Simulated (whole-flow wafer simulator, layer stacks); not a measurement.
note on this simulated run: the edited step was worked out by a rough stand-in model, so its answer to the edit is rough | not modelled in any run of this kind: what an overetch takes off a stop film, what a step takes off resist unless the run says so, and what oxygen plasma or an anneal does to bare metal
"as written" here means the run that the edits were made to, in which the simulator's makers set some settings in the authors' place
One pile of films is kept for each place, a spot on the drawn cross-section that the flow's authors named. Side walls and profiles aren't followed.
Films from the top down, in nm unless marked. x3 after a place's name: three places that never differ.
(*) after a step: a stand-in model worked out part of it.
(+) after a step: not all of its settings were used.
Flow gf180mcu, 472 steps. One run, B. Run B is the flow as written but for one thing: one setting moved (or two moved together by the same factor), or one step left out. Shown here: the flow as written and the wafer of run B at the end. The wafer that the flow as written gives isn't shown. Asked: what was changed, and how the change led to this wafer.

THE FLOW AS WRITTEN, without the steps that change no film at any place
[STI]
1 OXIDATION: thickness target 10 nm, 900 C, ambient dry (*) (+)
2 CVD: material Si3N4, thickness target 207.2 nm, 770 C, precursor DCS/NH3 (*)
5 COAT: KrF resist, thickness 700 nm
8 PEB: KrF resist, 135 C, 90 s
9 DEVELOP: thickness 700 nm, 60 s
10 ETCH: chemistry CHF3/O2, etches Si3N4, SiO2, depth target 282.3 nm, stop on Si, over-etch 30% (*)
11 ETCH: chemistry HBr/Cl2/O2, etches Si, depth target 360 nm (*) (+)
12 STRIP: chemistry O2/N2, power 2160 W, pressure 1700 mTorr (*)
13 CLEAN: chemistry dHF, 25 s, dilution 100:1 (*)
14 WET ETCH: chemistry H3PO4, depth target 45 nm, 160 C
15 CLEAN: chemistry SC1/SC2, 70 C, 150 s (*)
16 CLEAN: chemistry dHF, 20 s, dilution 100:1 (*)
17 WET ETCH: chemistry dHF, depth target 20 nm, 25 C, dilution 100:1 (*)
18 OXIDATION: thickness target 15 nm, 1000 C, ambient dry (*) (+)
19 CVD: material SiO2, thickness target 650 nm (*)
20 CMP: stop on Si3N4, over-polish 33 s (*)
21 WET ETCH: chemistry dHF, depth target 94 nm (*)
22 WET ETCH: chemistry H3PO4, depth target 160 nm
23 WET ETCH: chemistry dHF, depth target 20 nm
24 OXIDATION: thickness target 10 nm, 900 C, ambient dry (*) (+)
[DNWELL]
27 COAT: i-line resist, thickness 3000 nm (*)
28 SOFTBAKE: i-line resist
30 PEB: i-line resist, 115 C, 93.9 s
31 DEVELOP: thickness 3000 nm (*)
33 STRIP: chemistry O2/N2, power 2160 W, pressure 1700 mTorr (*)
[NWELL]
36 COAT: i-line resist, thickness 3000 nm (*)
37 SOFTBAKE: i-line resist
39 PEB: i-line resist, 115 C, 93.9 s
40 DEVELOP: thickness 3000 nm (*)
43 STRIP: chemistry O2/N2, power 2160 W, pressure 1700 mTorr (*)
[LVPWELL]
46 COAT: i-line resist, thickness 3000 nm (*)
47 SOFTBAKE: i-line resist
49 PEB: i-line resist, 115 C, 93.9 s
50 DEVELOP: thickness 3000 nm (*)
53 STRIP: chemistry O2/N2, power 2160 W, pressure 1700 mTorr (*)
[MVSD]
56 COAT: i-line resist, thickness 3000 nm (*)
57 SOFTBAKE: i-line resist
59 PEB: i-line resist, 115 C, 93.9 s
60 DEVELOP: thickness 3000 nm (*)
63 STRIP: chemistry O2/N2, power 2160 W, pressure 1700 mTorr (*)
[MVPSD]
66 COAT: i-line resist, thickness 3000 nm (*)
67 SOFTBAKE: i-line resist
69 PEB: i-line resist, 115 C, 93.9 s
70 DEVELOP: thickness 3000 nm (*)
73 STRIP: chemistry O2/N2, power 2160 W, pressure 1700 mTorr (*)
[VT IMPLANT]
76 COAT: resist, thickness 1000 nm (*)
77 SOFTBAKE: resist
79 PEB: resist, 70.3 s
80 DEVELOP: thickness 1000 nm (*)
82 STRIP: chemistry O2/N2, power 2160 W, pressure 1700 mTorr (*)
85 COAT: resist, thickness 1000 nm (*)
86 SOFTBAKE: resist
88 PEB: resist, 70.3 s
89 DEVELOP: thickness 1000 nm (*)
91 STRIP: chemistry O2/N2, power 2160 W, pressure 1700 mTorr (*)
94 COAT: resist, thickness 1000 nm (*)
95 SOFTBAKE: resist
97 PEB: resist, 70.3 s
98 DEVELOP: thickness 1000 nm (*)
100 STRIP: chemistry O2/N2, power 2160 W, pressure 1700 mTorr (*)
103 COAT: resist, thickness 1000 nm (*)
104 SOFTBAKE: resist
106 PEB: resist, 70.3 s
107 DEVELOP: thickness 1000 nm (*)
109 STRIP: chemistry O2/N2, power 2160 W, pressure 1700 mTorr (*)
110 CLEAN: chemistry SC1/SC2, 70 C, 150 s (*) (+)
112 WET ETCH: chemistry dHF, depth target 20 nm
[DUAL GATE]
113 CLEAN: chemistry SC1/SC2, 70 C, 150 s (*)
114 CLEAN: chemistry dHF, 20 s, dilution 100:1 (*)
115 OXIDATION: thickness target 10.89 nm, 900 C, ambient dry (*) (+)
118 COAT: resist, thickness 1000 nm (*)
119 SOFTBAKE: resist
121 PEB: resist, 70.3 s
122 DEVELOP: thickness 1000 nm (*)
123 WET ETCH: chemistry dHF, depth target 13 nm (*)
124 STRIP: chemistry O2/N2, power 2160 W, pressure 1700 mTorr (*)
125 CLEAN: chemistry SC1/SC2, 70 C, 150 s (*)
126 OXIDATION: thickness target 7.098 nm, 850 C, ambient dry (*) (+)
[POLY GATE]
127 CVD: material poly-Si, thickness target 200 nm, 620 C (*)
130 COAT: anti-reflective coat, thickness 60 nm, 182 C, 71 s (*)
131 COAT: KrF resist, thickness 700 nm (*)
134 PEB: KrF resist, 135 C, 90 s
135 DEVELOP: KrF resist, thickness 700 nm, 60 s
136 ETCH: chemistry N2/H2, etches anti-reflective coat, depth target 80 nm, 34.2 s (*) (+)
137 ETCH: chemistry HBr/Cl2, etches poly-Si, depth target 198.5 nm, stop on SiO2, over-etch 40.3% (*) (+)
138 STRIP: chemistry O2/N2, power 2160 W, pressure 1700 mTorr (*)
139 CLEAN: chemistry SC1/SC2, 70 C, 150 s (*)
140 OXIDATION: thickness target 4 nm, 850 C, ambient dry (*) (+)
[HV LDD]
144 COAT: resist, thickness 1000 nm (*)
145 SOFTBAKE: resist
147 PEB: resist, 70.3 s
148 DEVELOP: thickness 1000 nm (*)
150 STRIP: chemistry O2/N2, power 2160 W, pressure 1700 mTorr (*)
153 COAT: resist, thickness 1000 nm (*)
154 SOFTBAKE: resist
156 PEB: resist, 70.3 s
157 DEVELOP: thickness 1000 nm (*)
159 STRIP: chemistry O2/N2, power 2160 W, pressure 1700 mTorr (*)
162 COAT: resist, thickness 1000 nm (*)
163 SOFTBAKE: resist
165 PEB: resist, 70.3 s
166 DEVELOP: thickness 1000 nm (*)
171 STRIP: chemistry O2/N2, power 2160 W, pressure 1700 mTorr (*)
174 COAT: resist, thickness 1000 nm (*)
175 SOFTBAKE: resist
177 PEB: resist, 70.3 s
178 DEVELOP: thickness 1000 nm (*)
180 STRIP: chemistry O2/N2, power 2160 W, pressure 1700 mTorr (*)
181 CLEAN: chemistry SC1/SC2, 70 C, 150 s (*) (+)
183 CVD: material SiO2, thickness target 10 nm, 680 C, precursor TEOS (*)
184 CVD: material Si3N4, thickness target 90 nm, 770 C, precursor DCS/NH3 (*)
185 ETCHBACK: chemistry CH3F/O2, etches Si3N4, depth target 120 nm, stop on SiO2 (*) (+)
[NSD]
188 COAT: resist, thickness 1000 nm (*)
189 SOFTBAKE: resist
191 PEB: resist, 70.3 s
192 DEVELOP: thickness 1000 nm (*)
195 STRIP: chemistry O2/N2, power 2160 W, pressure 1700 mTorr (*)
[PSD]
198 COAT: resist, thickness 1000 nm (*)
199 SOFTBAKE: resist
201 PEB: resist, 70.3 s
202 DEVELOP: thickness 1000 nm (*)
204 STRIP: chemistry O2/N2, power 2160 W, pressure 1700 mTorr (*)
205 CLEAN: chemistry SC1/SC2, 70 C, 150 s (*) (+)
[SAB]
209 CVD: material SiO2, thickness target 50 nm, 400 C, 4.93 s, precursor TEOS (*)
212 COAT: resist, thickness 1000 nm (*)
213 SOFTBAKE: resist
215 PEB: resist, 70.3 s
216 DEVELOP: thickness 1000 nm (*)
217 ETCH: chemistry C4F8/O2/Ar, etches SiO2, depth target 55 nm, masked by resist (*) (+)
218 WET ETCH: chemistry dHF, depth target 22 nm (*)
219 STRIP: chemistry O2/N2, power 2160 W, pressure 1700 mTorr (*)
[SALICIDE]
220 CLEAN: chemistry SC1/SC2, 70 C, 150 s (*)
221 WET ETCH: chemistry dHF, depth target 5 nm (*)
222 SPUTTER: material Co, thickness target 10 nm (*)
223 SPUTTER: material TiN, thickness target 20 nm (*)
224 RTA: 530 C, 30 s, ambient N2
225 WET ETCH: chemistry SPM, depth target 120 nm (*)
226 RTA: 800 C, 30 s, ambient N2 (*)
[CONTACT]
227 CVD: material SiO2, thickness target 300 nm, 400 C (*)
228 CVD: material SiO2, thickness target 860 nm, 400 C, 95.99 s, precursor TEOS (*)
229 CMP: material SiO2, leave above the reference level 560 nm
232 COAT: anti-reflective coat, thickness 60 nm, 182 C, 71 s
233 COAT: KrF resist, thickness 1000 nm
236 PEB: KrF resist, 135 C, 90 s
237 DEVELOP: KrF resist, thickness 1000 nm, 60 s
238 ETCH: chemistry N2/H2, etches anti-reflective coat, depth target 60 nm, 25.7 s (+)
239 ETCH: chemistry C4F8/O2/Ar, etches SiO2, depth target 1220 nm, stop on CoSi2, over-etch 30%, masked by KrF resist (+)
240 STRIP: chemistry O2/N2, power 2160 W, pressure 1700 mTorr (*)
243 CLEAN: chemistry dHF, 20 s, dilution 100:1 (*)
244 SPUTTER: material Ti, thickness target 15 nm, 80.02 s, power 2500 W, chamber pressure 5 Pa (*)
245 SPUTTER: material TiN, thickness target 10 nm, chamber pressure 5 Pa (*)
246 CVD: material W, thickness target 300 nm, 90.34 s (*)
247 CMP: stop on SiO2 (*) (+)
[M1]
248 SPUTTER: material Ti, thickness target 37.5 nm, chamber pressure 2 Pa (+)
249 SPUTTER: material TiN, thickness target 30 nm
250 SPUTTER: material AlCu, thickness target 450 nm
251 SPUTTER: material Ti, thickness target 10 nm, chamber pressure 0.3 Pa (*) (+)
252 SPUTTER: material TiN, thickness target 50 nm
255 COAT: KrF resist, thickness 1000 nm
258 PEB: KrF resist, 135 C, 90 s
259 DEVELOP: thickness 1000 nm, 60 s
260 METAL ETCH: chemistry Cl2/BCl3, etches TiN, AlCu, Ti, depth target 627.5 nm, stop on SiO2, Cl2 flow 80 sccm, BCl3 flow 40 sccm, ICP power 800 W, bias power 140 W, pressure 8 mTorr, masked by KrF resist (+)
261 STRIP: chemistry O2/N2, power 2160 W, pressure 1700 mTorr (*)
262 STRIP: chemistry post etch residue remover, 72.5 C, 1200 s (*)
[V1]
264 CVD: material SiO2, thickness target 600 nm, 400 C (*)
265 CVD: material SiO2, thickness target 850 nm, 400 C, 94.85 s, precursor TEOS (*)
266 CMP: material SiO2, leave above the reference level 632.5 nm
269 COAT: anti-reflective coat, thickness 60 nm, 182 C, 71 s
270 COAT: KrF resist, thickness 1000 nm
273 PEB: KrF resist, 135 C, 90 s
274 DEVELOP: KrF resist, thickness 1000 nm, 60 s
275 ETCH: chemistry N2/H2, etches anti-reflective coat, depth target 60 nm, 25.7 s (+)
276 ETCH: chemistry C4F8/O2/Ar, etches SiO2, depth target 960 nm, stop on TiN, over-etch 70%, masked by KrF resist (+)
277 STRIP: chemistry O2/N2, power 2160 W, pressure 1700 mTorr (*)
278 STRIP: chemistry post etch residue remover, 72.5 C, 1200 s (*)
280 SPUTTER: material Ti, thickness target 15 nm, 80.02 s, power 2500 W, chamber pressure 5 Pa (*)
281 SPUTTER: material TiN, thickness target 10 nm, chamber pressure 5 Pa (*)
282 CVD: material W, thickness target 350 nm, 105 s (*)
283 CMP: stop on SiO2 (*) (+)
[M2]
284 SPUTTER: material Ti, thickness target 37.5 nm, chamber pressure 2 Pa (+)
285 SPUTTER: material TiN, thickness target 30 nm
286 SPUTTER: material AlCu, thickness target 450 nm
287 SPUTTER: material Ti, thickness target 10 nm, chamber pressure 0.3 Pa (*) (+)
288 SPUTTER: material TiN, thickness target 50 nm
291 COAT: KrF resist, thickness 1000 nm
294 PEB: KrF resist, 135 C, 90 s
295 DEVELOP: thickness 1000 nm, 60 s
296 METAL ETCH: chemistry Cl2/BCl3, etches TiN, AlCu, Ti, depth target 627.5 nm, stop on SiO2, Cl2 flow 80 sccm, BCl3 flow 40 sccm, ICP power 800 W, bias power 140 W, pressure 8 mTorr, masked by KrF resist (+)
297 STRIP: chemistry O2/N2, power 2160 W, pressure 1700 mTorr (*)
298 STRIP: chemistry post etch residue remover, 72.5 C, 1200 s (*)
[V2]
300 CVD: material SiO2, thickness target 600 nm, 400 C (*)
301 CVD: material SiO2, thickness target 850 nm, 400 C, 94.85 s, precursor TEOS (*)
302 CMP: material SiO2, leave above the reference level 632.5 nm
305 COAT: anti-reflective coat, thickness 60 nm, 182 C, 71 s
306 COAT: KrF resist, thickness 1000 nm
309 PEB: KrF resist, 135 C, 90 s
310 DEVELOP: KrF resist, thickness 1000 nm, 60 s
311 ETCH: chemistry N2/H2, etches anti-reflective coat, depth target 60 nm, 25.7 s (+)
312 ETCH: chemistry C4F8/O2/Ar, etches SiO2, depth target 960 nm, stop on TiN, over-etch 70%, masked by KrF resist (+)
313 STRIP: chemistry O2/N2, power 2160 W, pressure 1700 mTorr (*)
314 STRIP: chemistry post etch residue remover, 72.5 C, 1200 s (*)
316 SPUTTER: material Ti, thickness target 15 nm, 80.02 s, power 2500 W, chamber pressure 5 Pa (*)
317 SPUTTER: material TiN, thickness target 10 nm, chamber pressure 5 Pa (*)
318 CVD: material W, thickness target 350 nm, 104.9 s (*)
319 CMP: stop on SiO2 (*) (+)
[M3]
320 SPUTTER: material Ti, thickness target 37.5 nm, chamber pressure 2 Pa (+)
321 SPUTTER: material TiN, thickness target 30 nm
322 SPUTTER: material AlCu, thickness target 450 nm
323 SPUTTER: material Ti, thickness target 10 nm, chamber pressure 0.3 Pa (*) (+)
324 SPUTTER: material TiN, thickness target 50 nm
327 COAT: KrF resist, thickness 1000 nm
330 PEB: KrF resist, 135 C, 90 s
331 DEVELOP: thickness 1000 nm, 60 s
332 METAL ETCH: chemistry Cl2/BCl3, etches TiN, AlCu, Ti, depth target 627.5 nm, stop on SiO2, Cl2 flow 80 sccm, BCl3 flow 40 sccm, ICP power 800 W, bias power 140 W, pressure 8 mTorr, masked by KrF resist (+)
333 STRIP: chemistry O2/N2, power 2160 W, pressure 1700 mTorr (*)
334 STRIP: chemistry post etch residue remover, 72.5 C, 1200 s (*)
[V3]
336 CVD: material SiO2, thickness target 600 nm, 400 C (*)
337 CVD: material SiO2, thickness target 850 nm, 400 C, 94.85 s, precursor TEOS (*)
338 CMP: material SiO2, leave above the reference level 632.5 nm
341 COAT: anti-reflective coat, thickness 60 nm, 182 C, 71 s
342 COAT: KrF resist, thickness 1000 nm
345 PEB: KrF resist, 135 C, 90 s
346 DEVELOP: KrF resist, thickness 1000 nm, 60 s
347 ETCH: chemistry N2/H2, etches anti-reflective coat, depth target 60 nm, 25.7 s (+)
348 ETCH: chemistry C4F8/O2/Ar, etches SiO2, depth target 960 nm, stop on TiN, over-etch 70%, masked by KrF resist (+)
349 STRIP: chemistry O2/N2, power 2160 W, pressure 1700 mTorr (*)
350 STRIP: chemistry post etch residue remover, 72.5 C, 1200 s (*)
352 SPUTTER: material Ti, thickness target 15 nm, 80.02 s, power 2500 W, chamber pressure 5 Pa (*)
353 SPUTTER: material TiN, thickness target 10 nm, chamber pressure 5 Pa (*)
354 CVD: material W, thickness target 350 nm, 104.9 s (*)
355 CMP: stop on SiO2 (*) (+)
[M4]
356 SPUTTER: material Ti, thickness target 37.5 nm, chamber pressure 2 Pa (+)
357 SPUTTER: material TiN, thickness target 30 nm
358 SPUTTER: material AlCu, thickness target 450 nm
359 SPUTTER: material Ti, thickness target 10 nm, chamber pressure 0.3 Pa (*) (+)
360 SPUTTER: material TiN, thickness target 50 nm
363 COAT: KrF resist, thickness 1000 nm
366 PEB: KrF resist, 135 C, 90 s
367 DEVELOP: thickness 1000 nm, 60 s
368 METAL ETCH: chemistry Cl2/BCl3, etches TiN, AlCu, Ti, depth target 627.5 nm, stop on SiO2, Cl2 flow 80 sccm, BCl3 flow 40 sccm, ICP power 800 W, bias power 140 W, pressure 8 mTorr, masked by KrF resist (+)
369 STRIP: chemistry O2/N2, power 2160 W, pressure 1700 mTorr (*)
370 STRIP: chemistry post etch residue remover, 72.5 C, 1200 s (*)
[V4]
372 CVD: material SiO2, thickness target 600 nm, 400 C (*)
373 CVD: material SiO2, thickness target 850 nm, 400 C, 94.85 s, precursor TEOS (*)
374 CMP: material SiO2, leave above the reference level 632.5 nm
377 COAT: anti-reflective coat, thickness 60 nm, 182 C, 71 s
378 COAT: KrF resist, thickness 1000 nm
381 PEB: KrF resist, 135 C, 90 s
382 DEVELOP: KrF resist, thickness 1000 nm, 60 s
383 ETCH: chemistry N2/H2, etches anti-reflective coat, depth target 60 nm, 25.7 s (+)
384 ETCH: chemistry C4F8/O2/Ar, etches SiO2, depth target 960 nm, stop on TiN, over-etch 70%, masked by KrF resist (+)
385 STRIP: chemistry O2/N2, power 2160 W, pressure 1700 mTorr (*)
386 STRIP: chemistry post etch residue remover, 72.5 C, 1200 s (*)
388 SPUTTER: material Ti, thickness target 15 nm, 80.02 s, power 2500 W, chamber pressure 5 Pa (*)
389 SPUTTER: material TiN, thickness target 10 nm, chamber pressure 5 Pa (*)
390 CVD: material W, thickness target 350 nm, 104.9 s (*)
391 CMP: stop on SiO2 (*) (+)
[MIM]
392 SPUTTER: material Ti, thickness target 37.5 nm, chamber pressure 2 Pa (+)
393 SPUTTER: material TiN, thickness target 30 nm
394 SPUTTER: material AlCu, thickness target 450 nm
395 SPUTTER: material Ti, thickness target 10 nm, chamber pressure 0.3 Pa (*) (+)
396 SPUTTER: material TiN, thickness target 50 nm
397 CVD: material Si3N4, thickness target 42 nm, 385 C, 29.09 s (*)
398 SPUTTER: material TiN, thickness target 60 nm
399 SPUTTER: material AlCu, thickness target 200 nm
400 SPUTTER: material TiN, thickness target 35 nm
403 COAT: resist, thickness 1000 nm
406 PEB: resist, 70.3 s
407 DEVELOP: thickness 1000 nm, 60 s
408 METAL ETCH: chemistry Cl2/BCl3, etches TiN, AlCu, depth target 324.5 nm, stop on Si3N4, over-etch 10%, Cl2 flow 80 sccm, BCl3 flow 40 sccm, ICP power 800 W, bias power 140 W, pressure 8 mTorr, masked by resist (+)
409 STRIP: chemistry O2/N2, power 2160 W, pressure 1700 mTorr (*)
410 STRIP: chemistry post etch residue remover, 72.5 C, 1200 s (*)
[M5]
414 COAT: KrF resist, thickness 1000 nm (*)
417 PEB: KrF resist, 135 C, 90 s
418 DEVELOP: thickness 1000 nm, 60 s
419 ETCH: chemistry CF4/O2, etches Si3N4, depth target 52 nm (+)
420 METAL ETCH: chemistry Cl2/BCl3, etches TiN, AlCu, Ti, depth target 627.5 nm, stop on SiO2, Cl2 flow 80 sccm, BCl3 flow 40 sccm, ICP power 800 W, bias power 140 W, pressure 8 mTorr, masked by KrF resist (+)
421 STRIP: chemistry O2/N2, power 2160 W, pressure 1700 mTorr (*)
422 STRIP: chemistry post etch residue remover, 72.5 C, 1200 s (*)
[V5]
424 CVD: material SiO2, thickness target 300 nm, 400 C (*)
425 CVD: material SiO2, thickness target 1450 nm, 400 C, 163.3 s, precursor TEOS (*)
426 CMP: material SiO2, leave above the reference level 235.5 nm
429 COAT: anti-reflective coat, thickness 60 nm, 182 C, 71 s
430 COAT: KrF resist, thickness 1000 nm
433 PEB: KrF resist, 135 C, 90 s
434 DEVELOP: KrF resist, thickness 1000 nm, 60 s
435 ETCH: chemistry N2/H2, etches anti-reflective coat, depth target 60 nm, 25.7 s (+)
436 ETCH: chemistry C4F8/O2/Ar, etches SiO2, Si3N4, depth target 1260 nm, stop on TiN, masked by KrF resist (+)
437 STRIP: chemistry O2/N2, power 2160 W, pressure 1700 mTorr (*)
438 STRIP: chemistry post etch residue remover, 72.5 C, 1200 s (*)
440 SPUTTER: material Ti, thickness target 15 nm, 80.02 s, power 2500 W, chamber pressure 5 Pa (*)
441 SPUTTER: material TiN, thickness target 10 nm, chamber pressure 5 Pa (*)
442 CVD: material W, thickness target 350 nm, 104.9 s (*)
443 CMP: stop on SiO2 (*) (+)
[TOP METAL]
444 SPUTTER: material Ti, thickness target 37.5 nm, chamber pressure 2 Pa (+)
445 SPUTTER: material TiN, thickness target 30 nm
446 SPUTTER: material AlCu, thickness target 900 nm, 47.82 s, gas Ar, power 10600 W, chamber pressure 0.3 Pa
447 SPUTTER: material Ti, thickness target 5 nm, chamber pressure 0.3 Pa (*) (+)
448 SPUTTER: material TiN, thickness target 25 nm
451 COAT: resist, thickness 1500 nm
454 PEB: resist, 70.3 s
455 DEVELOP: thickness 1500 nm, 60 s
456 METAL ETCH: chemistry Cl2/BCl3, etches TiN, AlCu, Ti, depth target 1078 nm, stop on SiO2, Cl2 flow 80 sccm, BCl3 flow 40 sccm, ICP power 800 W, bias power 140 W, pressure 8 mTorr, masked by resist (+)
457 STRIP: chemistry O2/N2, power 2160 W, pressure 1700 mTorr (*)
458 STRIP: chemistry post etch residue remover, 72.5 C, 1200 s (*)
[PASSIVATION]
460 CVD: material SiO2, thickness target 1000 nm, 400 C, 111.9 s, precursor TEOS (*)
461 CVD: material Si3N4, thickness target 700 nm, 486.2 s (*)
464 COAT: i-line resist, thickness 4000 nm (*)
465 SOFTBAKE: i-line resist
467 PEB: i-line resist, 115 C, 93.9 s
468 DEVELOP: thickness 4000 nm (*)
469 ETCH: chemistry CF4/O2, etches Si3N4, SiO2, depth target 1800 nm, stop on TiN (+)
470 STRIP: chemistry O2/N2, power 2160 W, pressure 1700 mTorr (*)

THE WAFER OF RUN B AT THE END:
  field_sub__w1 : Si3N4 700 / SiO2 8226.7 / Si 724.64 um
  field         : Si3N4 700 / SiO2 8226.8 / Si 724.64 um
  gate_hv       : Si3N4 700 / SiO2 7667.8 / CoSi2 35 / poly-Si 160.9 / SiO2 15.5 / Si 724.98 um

The cause: step 126, OXIDATION: thickness target 8.589 nm was run, where the flow has thickness target 7.098 nm.

How the change led to this, step by step:
  126 OXIDATION: thickness target 7.098 nm, 850 C, ambient dry (*) (+)
      gate_hv, active_hv, active_nat and 25 more: SiO2 +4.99, Si -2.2 (as written it would be: SiO2 +3.72, Si -1.64)
      active, n_well, p_well and 12 more: SiO2 +8.59 (new film), chemical SiO2 -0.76 (all of it), Si -3.45 (as written it would be: SiO2 +7.1 (new film), chemical SiO2 -0.76 (all of it), Si -2.79)
  189 SOFTBAKE: resist
      nw_enc_fld_lv__w3: resist -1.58 (as written it would be: resist +2.11)
  199 SOFTBAKE: resist
      nw_enc_fld_lv__w3: resist -1.58 (as written it would be: resist +2.11)
  218 WET ETCH: chemistry dHF, depth target 22 nm (*)
      active, p_well, sd_n, iso_ptap_pw, iso_ntap_nw, iso_ptap_sub, vpnp_e: SiO2 -10.4 (all of it) (as written it would be: SiO2 -9.01 (all of it))
      ldn_tap, ldn_src, ldn_drn, ldp_tap, ldp_src, ldp_drn, ldp_gr: SiO2 -17.2 (all of it) (as written it would be: SiO2 -16 (all of it))
      (and at 9 more places)
